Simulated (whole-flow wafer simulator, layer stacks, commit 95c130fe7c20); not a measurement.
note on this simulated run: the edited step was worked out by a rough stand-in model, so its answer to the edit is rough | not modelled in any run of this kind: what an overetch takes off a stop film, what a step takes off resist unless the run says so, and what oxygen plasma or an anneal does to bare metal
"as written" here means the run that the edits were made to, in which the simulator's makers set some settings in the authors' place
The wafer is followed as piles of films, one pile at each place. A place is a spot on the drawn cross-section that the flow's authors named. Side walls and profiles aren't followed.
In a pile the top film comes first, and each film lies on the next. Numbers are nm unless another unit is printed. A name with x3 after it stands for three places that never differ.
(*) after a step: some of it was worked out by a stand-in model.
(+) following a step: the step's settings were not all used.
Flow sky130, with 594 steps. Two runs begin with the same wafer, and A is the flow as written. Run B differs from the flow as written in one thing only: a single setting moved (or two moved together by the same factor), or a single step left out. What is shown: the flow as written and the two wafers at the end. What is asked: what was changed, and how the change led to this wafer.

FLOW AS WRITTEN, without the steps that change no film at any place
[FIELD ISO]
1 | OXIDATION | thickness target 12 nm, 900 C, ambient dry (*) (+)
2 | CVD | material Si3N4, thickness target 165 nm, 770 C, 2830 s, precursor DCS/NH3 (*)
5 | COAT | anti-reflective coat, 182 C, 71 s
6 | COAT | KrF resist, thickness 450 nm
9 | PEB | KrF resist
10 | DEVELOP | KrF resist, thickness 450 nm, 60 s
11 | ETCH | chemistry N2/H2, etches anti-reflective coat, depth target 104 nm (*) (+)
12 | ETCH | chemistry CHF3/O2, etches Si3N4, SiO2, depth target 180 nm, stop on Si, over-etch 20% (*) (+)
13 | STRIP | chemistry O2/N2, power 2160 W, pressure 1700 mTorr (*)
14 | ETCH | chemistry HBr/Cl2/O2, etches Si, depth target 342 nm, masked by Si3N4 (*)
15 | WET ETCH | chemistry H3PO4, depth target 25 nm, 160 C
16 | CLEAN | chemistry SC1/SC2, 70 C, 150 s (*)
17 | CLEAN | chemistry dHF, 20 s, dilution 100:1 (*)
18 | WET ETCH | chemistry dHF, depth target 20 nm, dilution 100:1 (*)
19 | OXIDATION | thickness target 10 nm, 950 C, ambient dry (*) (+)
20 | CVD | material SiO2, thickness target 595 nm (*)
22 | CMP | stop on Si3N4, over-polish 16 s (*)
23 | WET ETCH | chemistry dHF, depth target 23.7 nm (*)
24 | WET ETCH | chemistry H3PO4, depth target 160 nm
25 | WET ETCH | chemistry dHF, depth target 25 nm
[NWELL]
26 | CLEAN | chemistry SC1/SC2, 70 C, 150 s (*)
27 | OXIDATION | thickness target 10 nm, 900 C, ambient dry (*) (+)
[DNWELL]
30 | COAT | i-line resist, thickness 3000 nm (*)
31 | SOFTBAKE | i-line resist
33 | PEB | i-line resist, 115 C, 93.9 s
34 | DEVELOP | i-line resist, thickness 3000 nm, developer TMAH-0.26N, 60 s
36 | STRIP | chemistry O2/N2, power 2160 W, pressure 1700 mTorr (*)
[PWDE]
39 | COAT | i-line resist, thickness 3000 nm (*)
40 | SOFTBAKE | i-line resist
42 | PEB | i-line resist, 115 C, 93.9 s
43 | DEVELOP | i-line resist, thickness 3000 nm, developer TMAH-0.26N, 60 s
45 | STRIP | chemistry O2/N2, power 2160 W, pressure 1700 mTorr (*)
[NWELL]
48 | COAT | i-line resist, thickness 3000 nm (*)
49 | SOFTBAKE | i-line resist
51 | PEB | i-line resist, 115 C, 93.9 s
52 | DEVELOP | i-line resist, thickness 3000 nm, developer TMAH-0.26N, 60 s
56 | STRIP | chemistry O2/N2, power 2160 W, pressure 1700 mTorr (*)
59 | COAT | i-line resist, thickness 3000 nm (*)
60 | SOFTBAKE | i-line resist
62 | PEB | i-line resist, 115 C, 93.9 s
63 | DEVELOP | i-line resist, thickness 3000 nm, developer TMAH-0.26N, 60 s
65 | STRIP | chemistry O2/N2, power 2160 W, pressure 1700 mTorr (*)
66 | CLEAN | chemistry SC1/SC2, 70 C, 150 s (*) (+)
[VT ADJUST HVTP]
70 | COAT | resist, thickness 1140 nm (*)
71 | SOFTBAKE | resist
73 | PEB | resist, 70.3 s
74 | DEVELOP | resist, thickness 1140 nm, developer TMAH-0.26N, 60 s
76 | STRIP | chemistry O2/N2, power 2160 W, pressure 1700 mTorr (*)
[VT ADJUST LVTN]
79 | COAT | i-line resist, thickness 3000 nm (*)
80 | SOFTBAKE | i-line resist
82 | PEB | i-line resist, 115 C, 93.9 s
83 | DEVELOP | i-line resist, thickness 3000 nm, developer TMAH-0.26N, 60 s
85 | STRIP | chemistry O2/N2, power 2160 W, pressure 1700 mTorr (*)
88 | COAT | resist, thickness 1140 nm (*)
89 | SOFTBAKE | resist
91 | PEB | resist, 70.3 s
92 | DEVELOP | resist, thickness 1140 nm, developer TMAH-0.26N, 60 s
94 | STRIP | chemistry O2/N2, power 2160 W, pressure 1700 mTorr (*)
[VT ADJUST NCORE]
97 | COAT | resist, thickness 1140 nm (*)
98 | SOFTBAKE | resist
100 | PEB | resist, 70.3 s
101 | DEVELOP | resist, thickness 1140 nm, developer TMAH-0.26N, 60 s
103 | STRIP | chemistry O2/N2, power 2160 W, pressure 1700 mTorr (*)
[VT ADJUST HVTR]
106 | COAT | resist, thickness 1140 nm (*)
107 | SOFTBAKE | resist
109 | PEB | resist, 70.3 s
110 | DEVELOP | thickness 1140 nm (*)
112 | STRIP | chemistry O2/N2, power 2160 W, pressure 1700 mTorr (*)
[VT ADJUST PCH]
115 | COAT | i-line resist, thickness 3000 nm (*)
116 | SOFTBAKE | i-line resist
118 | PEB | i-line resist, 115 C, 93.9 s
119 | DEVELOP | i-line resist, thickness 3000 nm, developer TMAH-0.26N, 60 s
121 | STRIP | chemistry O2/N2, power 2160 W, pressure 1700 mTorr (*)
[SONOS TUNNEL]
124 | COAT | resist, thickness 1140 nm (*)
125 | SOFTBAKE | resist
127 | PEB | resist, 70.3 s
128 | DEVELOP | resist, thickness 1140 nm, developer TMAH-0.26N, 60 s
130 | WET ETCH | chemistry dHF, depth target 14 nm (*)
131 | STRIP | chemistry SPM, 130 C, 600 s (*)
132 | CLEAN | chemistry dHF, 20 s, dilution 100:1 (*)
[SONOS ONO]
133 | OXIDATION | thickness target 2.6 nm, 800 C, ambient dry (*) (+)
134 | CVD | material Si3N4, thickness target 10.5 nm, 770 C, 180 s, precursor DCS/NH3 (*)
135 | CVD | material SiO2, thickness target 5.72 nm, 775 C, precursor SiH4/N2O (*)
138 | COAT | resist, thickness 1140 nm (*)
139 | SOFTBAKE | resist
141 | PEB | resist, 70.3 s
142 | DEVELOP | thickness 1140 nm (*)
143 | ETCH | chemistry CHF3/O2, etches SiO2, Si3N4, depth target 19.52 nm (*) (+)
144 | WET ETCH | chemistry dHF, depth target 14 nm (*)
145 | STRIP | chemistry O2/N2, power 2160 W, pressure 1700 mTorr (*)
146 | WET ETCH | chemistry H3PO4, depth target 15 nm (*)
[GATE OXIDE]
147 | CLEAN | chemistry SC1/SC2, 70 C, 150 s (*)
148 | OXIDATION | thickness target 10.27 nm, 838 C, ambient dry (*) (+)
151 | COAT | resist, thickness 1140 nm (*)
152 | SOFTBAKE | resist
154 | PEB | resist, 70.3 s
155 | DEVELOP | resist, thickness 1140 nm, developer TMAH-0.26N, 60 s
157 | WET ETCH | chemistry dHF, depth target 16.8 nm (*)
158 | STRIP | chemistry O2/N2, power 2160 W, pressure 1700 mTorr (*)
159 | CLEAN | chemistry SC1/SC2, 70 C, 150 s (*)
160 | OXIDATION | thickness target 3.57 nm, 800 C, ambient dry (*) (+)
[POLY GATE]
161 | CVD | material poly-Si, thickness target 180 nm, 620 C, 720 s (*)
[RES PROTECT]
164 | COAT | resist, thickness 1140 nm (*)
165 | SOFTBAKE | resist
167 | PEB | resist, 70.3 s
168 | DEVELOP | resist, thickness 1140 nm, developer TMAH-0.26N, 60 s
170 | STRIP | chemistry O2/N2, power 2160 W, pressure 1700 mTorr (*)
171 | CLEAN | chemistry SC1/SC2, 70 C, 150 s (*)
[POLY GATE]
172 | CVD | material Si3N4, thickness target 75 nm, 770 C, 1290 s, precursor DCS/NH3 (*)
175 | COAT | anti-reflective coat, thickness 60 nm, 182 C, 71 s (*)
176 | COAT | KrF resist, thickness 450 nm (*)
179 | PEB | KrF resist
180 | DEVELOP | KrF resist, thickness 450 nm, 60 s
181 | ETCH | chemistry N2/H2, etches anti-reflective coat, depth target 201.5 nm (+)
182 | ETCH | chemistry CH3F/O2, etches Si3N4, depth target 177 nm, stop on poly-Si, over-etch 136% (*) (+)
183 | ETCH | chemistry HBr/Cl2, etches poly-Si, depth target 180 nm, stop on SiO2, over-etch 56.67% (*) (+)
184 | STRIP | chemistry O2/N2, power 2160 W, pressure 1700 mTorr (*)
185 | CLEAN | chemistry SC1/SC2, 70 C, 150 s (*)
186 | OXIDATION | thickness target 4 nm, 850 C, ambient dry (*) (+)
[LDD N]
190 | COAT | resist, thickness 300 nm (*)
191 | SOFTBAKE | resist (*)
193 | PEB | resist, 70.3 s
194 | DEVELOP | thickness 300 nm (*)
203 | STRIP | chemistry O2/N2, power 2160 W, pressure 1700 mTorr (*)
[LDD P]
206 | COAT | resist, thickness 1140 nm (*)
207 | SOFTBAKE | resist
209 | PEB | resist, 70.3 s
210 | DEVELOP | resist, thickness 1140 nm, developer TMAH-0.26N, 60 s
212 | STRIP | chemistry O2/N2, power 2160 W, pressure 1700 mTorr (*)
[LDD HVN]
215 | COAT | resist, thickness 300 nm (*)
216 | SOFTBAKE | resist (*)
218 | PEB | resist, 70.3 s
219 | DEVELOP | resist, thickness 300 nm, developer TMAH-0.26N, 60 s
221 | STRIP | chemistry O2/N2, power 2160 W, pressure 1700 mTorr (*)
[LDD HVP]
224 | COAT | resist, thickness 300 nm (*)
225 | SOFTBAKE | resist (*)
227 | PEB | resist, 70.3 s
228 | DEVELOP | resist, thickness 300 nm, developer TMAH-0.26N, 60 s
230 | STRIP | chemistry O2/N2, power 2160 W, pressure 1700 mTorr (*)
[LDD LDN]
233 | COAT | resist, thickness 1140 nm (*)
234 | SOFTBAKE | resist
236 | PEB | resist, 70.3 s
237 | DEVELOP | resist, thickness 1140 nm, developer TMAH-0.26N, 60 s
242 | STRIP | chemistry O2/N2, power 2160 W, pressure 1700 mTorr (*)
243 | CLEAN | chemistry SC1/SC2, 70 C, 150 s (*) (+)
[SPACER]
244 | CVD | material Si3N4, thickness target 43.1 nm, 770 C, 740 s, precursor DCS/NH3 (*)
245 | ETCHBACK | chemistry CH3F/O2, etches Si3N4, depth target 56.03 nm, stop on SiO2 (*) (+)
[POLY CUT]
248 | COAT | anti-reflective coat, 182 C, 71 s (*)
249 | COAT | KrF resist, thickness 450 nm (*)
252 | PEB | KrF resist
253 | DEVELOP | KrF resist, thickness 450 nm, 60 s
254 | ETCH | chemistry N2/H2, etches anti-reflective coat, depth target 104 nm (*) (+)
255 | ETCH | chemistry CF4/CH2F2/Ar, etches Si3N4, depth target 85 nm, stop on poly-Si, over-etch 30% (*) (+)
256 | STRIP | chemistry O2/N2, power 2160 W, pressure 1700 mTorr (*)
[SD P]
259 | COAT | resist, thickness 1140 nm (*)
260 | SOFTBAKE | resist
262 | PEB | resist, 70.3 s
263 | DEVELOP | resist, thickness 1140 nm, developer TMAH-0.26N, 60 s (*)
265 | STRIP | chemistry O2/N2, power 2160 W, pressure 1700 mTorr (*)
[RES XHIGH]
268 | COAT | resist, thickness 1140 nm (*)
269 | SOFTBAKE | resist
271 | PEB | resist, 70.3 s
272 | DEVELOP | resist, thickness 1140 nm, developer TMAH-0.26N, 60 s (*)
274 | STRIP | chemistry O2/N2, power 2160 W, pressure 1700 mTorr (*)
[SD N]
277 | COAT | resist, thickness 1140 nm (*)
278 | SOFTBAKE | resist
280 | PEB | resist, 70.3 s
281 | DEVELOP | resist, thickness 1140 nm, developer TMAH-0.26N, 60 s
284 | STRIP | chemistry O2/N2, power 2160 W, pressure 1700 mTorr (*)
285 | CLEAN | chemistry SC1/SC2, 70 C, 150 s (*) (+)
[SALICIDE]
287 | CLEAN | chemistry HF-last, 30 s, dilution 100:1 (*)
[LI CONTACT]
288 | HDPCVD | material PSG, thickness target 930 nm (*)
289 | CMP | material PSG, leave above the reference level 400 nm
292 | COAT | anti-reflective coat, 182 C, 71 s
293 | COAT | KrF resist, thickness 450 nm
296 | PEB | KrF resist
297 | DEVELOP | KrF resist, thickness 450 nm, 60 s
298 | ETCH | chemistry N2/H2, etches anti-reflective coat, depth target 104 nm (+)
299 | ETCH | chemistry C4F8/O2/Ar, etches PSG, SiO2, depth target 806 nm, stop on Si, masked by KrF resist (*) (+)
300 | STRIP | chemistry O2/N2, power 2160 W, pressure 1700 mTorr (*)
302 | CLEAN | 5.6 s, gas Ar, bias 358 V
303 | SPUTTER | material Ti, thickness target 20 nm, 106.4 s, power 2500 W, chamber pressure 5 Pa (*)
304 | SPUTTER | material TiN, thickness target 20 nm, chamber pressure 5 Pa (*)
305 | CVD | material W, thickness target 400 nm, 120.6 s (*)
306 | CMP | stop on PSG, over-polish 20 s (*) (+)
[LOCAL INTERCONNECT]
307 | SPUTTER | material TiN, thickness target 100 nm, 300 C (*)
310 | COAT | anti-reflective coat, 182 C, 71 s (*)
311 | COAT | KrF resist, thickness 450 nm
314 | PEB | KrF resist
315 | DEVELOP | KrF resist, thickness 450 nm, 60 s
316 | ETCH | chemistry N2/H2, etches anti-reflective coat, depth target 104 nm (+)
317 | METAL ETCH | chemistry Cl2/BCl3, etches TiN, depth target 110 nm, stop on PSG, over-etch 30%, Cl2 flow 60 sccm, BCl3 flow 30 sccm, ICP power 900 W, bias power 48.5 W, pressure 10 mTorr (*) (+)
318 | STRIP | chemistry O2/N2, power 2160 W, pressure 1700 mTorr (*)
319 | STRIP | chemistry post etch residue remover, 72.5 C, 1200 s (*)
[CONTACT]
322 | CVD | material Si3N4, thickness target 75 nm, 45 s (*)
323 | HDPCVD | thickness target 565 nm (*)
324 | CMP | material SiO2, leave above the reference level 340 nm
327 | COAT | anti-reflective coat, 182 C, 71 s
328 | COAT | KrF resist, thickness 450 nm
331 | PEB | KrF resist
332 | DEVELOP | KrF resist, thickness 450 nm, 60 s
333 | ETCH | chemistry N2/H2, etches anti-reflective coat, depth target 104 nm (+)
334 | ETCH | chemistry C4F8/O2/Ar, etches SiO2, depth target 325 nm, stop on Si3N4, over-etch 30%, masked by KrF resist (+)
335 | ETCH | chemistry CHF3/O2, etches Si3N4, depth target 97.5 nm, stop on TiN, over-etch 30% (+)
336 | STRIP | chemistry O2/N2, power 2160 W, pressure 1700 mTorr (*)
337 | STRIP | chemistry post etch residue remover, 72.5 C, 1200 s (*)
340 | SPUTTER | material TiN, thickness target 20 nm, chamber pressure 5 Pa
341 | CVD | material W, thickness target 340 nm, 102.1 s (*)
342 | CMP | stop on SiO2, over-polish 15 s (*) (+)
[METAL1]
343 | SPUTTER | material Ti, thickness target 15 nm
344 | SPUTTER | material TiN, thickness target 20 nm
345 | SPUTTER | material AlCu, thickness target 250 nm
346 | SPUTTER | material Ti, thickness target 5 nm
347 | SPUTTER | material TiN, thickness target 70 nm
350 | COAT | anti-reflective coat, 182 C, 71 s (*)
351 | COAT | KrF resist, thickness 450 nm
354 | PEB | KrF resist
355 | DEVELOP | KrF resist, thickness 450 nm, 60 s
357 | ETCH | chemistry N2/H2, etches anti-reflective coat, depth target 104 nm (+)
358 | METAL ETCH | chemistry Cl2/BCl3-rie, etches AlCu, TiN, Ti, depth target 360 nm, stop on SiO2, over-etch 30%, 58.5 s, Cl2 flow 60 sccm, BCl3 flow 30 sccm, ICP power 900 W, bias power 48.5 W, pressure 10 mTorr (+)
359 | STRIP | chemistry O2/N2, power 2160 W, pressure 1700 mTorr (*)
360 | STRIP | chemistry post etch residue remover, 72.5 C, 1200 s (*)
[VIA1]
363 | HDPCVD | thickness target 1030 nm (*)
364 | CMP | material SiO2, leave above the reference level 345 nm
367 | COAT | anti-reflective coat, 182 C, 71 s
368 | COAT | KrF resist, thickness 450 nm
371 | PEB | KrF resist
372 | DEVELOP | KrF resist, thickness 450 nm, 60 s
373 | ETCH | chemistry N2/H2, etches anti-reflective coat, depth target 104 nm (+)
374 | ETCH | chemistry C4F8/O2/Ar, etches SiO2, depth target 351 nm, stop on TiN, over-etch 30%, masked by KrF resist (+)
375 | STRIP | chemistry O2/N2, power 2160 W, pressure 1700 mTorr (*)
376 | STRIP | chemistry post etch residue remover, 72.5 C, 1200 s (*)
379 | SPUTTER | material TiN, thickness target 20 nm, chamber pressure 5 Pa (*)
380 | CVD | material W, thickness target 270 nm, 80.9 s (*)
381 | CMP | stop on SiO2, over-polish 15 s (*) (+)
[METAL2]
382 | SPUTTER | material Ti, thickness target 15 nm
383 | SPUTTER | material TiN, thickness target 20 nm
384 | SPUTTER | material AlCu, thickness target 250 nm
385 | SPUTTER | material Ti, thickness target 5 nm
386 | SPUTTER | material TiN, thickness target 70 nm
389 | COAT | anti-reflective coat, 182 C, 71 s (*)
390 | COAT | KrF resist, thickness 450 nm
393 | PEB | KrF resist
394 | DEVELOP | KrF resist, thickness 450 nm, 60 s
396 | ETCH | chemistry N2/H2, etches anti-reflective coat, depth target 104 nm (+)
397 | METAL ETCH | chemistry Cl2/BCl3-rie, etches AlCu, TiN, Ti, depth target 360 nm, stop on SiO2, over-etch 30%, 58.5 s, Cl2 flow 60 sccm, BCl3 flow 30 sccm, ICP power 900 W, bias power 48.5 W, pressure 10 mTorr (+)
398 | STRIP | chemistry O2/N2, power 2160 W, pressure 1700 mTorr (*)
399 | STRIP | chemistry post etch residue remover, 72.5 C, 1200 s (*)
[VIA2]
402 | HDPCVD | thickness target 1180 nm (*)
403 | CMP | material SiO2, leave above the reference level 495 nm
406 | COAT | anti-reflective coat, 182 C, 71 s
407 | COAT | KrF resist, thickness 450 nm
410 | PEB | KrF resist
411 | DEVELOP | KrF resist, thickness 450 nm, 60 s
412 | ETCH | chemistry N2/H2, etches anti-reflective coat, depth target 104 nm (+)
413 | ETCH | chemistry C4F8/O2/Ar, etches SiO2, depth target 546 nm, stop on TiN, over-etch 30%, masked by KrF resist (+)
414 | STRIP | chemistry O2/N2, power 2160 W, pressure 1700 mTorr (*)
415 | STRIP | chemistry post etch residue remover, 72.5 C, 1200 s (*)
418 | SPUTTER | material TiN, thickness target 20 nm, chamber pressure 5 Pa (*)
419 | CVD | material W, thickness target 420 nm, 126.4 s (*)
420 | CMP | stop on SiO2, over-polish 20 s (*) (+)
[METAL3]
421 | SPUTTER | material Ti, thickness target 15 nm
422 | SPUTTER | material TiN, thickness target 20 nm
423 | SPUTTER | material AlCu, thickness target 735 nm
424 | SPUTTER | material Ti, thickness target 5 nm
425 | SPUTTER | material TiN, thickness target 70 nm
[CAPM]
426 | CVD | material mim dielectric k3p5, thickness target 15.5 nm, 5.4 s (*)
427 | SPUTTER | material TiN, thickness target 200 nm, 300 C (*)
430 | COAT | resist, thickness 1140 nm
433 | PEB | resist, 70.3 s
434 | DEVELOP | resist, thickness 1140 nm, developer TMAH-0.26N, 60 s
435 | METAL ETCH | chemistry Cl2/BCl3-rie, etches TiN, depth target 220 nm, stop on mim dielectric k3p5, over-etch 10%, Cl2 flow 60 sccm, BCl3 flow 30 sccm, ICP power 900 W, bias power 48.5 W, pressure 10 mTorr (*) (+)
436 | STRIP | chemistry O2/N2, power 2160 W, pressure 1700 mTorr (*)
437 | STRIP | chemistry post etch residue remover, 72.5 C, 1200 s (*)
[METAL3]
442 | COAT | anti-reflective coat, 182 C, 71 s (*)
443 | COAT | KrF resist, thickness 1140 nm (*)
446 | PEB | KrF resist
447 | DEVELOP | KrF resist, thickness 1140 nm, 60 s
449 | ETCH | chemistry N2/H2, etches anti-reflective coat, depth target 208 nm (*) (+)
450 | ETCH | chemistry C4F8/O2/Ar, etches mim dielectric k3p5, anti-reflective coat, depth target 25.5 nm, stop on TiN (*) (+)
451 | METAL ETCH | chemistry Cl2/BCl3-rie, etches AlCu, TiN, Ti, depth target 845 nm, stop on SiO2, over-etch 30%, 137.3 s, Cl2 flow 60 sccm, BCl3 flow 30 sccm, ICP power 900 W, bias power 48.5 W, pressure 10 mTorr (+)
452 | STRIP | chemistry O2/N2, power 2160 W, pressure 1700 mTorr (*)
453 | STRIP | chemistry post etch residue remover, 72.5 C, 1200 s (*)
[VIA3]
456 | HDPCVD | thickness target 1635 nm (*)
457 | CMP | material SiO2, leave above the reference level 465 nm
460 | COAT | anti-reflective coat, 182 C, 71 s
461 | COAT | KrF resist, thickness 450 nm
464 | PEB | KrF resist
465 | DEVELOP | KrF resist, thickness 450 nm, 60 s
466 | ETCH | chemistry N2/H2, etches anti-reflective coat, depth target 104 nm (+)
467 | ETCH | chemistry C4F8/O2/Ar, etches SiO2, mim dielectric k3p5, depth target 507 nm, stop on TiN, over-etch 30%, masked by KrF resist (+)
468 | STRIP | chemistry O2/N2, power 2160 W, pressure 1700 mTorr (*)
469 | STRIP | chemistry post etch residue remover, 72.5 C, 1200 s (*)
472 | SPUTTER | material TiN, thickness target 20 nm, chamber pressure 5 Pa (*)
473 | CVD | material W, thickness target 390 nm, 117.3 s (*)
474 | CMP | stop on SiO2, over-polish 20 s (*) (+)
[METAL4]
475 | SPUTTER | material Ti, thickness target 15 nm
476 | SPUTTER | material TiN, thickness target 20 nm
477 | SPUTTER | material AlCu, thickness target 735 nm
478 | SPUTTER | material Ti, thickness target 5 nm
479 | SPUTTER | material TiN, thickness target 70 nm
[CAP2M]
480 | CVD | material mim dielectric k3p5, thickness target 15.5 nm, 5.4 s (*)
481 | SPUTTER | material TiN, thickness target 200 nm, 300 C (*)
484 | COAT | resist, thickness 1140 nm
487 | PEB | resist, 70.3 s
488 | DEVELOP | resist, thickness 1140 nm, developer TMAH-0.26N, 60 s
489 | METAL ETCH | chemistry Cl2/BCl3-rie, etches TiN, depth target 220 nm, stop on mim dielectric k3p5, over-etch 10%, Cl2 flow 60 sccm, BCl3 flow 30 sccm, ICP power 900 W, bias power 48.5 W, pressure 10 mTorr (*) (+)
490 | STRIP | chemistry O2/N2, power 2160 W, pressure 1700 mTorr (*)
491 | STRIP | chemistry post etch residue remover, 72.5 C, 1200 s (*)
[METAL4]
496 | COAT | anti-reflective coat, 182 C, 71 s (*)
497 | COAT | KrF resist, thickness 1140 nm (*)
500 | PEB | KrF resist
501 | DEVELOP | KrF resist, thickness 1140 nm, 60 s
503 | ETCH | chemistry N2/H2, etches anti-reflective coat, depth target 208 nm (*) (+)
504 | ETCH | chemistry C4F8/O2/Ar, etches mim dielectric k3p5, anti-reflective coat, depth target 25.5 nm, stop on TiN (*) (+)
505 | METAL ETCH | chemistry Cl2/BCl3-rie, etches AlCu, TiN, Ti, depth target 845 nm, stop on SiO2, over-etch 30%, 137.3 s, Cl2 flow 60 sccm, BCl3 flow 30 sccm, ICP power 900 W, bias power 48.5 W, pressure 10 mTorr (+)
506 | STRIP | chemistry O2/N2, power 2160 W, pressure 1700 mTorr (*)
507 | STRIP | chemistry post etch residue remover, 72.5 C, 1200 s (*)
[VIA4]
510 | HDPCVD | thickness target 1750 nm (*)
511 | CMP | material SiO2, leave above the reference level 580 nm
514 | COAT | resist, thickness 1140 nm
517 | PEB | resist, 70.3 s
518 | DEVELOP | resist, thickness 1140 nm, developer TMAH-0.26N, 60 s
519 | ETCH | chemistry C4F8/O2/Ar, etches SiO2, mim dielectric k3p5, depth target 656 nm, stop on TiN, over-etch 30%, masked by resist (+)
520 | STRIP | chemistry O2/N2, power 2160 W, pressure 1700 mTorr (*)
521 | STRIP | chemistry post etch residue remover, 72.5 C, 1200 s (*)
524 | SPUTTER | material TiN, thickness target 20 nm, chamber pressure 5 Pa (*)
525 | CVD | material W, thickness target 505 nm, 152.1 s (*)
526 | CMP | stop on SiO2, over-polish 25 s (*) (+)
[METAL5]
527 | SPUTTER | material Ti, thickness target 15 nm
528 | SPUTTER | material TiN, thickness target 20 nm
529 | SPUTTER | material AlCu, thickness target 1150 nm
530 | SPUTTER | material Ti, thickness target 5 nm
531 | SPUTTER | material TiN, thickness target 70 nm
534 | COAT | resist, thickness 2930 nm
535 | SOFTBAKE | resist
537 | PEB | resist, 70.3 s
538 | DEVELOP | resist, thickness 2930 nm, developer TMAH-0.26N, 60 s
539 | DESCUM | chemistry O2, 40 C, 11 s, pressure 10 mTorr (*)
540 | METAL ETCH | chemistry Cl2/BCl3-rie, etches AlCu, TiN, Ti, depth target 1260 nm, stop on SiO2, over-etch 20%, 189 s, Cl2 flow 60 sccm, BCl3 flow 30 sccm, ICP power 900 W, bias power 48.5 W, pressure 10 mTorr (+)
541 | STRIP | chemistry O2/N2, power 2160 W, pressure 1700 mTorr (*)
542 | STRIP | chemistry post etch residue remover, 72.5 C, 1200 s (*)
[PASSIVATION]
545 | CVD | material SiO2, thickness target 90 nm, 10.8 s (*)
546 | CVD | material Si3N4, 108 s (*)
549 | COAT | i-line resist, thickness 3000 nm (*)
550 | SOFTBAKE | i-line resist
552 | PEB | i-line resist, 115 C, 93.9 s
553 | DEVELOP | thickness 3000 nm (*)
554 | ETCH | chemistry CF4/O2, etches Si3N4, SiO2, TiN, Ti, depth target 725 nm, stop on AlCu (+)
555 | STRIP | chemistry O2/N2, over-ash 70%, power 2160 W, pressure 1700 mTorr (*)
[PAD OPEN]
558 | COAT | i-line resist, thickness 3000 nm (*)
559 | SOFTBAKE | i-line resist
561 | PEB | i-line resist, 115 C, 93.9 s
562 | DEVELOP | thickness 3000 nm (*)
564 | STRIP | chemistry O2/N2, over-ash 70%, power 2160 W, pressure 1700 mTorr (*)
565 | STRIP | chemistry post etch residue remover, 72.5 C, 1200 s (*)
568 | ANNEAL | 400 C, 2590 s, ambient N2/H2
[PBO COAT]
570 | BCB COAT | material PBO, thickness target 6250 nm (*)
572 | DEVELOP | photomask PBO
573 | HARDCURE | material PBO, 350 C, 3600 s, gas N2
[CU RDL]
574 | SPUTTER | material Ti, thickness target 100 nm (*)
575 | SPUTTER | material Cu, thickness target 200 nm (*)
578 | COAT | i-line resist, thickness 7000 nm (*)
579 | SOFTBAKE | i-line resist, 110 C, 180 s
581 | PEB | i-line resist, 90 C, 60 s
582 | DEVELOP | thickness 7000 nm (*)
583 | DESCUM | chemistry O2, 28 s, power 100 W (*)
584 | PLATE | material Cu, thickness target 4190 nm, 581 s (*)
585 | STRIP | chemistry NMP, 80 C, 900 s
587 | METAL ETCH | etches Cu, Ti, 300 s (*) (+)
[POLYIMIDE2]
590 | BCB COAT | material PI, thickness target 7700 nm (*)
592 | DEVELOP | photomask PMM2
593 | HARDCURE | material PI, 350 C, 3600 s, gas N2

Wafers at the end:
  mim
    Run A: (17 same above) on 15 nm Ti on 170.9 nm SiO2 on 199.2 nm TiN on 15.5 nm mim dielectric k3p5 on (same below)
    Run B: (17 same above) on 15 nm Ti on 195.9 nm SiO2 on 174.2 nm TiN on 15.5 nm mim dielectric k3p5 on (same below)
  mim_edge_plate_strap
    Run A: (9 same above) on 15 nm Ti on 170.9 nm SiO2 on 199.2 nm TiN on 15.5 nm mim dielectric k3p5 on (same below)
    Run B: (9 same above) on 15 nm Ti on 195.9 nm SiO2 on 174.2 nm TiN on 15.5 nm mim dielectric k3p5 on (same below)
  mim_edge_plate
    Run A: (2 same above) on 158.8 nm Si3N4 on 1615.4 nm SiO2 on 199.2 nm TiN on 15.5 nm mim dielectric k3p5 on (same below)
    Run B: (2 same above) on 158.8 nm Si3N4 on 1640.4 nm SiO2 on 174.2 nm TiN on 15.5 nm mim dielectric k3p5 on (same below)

Cause: step 427, SPUTTER: thickness target 175 nm was run, though the flow has thickness target 200 nm.

The path from the change to this, step by step:
  427 | SPUTTER | material TiN, thickness target 200 nm, 300 C (*)
      field, active, n_well and 188 more: A TiN gains 200 (new film) | B TiN gains 175 (new film)
  435 | METAL ETCH | chemistry Cl2/BCl3-rie, etches TiN, depth target 220 nm, stop on mim dielectric k3p5, over-etch 10%, Cl2 flow 60 sccm, BCl3 flow 30 sccm, ICP power 900 W, bias power 48.5 W, pressure 10 mTorr (*) (+)
      field, active, n_well and 185 more: A TiN loses 200 (all of it) | B TiN loses 175 (all of it)
      mim, mim_edge_plate_strap, mim_edge_plate: A resist loses 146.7 | B resist loses 128.3
  442 | COAT | anti-reflective coat, 182 C, 71 s (*)
      rpm_encl, rpm_encl_psd, rpm_encl_urpm: A anti-reflective coat gains 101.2 (new film) | B anti-reflective coat gains 103.8 (new film)
      poly_licon, rpo_hd_licon: A anti-reflective coat gains 57.6 (new film) | B anti-reflective coat gains 64.3 (new film)
      (as well as at 4 more places)
  443 | COAT | KrF resist, thickness 1140 nm (*)
      mim_edge_plate_strap, mim_edge_plate: A KrF resist gains 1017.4 (new film) | B KrF resist gains 1042.4 (new film)
      mim: A KrF resist gains 1025.5 (new film) | B KrF resist gains 1048.5 (new film)
  449 | ETCH | chemistry N2/H2, etches anti-reflective coat, depth target 208 nm (*) (+)
      rpm_encl, rpm_encl_psd, rpm_encl_urpm: A anti-reflective coat loses 101.2 (all of it) | B anti-reflective coat loses 103.8 (all of it)
      poly_licon, rpo_hd_licon: A anti-reflective coat loses 57.6 (all of it) | B anti-reflective coat loses 64.3 (all of it)
      (as well as at 2 more places)
  452 | STRIP | chemistry O2/N2, power 2160 W, pressure 1700 mTorr (*)
      mim_edge_plate_strap, mim_edge_plate: A KrF resist loses 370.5 (all of it), anti-reflective coat loses 3 (all of it) | B KrF resist loses 395.5 (all of it), anti-reflective coat loses 3 (all of it)
      mim: A KrF resist loses 378.7 (all of it), anti-reflective coat loses 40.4 (all of it) | B KrF resist loses 401.6 (all of it), anti-reflective coat loses 34.8 (all of it)
      (as well as at 1 more place)
